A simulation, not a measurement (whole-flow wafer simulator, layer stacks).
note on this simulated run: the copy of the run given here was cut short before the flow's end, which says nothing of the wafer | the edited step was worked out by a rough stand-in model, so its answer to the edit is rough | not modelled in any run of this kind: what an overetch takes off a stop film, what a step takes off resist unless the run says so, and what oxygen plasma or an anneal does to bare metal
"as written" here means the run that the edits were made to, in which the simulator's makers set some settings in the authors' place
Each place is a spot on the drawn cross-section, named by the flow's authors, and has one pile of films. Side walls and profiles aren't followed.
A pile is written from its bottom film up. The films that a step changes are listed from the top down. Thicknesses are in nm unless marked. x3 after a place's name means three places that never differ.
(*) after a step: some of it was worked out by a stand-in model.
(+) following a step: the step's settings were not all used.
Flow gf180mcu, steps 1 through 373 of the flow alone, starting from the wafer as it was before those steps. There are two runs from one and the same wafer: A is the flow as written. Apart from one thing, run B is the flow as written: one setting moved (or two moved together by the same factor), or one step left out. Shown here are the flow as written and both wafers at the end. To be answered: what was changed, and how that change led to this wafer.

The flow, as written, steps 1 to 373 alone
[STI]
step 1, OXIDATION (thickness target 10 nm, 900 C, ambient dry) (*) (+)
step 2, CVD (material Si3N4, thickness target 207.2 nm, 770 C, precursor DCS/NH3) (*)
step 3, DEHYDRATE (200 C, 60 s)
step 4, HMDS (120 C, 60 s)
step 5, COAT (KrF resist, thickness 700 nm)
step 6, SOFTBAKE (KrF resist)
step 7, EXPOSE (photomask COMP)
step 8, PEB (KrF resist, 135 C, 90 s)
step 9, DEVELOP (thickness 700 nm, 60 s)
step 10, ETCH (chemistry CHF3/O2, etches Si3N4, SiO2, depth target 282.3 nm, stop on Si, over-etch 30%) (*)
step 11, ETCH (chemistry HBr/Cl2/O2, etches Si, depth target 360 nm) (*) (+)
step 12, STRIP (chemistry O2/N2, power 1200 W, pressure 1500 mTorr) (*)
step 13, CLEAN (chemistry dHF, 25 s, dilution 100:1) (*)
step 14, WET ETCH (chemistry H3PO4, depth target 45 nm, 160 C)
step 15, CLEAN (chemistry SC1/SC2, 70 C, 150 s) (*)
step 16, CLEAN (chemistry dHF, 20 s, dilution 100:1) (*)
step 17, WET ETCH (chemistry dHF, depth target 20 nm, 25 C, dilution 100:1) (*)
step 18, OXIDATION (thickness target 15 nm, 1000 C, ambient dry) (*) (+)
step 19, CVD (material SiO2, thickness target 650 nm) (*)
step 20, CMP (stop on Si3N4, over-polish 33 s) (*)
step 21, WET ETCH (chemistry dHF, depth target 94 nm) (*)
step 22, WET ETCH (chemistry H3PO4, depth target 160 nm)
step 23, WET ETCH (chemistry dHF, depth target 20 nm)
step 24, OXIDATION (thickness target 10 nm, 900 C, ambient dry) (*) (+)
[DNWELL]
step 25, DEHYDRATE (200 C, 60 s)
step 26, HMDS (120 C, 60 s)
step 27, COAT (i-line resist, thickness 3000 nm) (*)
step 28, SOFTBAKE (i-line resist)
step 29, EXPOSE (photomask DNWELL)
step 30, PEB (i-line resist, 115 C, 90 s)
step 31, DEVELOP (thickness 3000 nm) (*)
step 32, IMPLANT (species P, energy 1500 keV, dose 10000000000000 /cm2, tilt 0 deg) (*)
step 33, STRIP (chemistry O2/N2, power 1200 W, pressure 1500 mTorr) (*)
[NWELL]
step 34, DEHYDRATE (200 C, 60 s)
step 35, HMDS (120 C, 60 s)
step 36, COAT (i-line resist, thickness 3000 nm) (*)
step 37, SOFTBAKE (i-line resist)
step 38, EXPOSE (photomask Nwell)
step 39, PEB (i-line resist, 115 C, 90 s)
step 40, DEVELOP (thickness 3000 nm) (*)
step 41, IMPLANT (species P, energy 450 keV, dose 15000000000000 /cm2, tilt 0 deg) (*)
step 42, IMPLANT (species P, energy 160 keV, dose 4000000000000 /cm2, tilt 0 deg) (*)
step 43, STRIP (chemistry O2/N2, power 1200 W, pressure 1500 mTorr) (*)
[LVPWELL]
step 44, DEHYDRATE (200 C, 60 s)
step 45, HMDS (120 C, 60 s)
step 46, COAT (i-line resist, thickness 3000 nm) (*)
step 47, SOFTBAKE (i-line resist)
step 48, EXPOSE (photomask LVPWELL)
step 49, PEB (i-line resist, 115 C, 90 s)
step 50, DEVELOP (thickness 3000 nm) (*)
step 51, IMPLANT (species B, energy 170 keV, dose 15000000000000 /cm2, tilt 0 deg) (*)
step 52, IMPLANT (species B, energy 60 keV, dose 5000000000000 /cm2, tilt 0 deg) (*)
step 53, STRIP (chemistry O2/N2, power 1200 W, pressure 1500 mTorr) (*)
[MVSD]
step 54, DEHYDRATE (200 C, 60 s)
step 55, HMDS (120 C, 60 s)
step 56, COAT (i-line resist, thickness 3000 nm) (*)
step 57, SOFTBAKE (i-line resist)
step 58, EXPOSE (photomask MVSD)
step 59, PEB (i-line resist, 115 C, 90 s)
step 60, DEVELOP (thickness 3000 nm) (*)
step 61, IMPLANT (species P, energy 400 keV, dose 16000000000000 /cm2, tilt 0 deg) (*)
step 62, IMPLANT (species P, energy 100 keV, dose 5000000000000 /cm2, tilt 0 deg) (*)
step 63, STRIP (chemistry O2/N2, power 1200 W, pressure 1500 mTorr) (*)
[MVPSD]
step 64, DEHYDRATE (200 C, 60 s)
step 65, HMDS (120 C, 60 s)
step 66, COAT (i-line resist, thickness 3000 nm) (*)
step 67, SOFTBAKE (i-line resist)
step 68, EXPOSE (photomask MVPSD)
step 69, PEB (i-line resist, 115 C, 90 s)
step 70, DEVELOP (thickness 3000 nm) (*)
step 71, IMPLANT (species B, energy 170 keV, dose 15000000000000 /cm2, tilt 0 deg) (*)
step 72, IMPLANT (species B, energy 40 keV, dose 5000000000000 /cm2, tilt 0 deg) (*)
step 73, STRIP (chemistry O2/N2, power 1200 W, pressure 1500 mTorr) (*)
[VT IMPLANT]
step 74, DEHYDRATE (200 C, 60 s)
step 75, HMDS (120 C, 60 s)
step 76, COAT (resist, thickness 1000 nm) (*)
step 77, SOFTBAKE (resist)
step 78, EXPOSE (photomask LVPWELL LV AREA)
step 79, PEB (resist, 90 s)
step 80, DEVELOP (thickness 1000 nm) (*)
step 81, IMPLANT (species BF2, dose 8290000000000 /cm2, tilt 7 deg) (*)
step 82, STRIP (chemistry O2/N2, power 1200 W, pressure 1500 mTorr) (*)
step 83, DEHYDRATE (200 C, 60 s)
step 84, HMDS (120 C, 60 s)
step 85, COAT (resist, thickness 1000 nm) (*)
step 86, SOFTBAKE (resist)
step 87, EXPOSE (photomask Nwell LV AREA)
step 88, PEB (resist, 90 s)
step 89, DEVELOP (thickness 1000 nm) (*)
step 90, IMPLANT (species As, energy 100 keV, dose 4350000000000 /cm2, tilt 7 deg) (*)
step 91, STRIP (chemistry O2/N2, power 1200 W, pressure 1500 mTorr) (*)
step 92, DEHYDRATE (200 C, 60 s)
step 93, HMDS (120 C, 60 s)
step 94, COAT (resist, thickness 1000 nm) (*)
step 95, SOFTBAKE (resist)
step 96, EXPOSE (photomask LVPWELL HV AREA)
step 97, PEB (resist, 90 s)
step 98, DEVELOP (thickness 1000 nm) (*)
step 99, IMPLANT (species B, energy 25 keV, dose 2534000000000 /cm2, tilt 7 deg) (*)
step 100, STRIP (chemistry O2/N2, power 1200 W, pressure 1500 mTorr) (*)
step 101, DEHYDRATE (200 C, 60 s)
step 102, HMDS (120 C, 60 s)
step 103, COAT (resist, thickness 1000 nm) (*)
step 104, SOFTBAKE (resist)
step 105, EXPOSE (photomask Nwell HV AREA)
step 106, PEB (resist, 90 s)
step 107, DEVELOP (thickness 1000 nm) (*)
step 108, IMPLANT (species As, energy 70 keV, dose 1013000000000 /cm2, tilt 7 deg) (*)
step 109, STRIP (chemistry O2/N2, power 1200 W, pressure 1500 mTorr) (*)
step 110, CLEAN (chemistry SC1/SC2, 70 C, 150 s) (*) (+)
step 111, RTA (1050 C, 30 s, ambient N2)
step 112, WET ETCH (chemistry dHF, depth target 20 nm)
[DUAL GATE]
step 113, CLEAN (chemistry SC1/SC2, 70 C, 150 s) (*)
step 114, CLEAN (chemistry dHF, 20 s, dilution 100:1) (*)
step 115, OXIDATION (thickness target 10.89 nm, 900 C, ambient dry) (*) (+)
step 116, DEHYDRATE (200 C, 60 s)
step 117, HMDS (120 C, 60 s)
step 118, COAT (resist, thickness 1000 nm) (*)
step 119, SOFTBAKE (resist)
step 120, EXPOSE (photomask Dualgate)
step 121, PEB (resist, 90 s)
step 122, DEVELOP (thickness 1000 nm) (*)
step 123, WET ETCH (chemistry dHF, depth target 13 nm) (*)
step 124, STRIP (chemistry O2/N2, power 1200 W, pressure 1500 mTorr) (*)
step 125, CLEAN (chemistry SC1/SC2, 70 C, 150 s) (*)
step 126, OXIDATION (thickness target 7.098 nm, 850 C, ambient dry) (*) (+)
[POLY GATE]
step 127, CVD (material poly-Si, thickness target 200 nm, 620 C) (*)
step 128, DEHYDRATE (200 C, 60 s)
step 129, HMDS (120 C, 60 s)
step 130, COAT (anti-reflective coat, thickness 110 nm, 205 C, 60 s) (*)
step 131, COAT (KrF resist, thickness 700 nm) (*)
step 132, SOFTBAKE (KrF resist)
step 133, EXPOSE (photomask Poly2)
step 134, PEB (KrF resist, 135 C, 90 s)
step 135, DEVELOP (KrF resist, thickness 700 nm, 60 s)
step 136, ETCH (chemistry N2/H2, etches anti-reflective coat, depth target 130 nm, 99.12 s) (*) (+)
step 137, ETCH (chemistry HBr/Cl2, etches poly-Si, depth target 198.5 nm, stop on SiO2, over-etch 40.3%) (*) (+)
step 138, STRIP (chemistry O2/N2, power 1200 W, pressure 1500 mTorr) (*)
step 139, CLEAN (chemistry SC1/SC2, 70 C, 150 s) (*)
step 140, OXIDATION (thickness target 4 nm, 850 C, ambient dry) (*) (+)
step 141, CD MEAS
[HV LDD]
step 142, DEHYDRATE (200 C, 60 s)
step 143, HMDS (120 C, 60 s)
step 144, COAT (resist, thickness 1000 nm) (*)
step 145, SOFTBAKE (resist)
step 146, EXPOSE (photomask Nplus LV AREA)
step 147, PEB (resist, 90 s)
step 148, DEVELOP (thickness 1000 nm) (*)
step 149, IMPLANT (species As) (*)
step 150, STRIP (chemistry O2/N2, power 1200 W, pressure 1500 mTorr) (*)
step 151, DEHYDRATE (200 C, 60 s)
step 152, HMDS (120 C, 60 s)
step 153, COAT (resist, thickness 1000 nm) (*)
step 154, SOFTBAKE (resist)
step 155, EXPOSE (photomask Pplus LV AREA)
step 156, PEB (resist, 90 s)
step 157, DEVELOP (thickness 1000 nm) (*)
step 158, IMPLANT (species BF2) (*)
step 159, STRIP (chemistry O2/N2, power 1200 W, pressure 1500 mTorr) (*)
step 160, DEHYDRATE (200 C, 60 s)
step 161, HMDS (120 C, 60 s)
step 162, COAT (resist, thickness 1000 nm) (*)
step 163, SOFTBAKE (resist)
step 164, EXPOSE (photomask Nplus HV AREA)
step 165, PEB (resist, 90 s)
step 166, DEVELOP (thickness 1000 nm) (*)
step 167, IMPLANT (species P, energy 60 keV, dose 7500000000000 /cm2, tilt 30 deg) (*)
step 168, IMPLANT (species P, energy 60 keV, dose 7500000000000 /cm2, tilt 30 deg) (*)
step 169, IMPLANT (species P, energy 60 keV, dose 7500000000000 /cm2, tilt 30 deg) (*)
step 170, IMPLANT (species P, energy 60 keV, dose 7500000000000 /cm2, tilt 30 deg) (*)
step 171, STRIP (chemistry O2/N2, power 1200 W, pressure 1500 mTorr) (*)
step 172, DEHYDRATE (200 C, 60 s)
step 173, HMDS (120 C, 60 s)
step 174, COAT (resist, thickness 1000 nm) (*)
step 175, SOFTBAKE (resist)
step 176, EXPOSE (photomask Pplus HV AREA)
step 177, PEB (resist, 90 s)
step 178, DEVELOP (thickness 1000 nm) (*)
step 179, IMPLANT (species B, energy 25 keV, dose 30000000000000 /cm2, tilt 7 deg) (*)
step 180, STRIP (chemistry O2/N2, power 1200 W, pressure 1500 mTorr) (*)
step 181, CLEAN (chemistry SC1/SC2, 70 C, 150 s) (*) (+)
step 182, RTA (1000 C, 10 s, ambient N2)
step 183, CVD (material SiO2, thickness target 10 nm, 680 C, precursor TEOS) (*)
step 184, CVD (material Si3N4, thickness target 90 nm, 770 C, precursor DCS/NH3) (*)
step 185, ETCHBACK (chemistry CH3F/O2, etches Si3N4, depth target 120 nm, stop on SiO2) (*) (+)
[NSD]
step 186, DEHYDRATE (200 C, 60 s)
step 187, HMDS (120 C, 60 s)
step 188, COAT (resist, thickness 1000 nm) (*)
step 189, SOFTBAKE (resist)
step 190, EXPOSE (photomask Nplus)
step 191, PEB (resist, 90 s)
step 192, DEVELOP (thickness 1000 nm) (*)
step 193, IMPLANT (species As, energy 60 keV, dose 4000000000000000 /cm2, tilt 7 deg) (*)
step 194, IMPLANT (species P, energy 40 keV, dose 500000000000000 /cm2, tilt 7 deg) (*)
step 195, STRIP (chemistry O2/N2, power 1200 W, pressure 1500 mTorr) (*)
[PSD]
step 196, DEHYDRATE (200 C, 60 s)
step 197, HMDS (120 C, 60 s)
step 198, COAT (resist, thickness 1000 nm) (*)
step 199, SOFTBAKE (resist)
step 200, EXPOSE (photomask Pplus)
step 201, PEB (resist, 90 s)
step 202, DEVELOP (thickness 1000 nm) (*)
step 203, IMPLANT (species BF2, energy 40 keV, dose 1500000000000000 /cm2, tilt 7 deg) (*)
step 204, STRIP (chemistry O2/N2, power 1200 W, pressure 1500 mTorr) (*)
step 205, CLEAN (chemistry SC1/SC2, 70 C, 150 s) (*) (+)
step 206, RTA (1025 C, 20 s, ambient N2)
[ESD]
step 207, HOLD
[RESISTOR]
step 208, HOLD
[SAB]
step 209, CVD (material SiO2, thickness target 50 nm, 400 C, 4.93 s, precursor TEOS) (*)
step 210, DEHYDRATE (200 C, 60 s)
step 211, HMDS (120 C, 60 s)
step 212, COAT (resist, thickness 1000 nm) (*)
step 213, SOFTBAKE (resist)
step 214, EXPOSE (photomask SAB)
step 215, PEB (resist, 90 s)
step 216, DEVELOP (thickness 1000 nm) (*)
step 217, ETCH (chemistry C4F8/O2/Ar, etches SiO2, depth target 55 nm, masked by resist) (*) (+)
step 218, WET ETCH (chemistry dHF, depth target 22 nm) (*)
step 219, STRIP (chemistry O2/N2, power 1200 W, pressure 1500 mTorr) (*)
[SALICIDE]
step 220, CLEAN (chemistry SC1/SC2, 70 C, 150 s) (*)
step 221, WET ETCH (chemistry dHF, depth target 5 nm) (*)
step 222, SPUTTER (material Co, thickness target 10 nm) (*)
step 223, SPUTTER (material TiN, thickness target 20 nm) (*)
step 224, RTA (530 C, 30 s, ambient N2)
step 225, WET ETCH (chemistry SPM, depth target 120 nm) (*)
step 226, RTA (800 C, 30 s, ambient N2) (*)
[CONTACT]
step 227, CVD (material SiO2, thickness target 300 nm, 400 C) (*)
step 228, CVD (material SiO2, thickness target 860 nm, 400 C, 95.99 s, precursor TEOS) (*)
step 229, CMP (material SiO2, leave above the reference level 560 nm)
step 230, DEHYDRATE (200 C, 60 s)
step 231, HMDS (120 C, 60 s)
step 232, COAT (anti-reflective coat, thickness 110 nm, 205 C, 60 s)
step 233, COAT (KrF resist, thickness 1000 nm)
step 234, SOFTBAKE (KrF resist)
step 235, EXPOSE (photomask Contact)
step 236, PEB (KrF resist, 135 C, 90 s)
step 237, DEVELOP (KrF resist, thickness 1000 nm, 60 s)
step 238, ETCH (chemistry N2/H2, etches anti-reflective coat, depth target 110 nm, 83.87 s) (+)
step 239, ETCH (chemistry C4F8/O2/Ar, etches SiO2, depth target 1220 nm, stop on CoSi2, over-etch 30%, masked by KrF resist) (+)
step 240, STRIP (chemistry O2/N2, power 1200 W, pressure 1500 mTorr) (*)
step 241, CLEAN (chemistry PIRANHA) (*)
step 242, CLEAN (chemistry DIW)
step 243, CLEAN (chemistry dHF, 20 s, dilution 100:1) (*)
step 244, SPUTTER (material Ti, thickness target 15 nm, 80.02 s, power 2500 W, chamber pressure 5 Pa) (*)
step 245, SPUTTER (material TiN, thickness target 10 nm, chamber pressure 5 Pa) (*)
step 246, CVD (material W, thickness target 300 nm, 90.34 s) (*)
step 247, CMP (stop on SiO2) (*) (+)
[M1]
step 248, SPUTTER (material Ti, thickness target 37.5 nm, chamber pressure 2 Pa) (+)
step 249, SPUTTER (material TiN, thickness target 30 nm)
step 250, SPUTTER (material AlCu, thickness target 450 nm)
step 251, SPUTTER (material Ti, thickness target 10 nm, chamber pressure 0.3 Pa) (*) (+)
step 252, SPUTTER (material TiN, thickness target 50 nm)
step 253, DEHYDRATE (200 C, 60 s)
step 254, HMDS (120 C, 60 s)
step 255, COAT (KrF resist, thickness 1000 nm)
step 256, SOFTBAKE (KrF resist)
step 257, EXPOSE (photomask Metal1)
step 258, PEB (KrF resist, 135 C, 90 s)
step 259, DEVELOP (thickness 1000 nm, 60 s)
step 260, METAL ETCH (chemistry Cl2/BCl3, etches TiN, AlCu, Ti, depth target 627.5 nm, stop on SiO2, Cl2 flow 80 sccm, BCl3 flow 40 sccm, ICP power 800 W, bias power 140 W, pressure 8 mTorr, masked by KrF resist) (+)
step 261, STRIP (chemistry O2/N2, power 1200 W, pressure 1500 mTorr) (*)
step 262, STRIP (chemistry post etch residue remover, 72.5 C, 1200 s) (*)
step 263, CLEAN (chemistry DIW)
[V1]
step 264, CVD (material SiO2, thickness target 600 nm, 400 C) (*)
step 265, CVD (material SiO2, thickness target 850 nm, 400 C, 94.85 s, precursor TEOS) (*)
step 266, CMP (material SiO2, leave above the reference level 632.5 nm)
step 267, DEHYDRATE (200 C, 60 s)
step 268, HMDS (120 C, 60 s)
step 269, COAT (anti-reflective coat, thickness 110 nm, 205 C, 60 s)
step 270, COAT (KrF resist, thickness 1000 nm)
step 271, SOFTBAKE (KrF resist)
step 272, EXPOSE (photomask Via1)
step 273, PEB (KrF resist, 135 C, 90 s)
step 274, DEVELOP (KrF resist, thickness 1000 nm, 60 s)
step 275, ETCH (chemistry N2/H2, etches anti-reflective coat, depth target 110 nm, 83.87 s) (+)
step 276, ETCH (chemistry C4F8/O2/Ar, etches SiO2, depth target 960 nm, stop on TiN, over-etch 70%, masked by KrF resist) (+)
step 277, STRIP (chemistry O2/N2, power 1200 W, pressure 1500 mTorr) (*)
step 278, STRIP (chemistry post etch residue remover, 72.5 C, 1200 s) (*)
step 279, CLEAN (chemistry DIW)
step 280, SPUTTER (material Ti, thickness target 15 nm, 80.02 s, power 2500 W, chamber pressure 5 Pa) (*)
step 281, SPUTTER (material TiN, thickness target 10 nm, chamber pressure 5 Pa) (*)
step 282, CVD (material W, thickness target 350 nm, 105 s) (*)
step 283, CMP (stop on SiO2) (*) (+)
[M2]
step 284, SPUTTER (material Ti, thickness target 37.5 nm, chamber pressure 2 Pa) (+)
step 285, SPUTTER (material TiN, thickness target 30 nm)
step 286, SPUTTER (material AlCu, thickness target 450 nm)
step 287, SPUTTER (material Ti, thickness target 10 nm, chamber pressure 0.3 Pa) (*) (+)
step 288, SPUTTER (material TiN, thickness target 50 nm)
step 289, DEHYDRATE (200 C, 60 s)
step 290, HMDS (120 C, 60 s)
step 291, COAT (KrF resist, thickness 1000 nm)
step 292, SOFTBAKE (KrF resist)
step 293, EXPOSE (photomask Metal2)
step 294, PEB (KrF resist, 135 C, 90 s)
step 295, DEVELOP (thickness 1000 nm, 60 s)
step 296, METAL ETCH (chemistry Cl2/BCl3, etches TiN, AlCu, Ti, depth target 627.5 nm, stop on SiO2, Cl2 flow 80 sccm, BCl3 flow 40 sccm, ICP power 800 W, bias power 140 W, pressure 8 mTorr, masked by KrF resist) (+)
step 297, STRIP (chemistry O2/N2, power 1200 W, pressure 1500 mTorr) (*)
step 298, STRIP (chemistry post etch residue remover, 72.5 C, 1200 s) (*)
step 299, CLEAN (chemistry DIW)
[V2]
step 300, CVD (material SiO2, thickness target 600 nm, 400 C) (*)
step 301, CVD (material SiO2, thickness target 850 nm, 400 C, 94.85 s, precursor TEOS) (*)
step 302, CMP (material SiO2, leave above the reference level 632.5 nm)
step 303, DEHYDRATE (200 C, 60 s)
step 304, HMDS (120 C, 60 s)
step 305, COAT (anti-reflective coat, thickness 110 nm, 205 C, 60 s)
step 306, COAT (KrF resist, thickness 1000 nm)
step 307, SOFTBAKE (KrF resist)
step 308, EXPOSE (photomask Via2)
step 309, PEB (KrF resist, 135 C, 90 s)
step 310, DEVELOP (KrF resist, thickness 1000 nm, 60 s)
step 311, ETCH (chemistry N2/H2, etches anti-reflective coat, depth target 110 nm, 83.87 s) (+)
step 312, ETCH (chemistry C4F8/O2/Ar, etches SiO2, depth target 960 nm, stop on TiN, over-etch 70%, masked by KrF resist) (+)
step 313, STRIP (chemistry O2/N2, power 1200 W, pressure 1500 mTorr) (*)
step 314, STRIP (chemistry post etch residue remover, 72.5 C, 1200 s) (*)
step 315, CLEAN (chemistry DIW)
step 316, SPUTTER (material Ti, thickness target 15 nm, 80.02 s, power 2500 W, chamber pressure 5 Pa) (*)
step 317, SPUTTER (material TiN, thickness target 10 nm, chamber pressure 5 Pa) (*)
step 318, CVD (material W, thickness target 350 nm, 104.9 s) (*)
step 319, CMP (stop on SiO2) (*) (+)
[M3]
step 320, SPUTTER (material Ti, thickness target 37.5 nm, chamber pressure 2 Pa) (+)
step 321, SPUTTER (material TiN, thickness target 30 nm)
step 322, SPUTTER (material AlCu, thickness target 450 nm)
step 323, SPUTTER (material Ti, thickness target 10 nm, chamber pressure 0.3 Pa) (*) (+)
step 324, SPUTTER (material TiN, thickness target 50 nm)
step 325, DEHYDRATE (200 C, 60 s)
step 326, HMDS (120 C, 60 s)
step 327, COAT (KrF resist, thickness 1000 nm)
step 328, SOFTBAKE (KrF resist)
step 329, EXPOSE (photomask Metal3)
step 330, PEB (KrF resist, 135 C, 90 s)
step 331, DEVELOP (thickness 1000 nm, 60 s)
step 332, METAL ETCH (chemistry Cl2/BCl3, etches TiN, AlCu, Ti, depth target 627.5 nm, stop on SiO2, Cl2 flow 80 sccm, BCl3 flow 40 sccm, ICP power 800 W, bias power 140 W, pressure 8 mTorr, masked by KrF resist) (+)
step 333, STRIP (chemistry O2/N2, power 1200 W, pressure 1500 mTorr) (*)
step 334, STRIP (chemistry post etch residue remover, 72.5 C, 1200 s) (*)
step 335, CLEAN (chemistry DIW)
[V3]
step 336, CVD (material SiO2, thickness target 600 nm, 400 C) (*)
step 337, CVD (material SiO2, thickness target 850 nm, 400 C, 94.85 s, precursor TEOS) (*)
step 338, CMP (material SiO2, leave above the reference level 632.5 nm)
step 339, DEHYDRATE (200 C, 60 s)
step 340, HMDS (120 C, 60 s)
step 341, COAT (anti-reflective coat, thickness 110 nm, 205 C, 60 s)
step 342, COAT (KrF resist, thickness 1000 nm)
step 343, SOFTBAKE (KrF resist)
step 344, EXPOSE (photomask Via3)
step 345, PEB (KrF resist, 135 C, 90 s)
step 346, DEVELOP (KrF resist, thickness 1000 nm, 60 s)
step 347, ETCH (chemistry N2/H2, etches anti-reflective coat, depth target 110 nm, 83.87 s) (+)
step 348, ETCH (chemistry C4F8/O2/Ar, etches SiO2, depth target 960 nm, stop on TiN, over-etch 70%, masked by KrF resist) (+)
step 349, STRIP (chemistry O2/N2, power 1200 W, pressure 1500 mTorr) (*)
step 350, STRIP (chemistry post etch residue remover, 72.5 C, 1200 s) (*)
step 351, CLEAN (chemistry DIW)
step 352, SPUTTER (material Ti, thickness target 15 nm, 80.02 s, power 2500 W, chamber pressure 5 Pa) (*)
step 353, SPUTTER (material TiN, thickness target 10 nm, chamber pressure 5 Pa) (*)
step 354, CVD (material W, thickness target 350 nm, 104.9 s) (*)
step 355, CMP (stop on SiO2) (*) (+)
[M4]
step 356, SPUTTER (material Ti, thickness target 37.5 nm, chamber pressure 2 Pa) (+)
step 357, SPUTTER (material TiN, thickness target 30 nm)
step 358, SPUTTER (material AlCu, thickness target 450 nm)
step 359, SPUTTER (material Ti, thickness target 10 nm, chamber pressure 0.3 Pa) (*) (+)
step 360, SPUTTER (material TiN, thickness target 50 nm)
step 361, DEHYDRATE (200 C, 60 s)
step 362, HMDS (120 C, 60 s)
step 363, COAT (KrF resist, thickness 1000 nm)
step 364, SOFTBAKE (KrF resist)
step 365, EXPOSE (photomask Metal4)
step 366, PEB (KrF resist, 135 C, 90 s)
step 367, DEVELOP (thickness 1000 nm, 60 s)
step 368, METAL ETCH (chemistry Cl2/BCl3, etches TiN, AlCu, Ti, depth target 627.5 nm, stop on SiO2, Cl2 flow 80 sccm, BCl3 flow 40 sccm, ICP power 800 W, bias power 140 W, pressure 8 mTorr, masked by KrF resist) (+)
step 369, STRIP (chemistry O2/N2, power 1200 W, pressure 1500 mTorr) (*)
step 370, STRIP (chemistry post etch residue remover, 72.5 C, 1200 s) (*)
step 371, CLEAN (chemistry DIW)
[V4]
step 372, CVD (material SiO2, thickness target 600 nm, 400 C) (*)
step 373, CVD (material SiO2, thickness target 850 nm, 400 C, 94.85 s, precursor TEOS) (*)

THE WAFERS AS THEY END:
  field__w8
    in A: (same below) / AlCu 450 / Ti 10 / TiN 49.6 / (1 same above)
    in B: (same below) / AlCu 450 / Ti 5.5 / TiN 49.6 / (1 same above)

Cause: step 359, SPUTTER: thickness target 5.5 nm was run, while the flow as written has thickness target 10 nm.
One can read it off the wafer: field__w8 has Ti 5.5, and step 359 as written asks for 10 nm.

How this came from the change, step by step:
  step 359, SPUTTER (material Ti, thickness target 10 nm, chamber pressure 0.3 Pa) (*) (+)
      field, field__w1, field__w2 and 108 more: A +10 Ti (new film) | B +5.5 Ti (new film)
  step 368, METAL ETCH (chemistry Cl2/BCl3, etches TiN, AlCu, Ti, depth target 627.5 nm, stop on SiO2, Cl2 flow 80 sccm, BCl3 flow 40 sccm, ICP power 800 W, bias power 140 W, pressure 8 mTorr, masked by KrF resist) (+)
      field, field__w1, field__w2 and 103 more: A -50 TiN (all of it), -10 Ti (all of it), -450 AlCu (all of it), -30 TiN (all of it), -37.5 Ti (all of it) | B -50 TiN (all of it), -5.5 Ti (all of it), -450 AlCu (all of it), -30 TiN (all of it), -37.5 Ti (all of it)
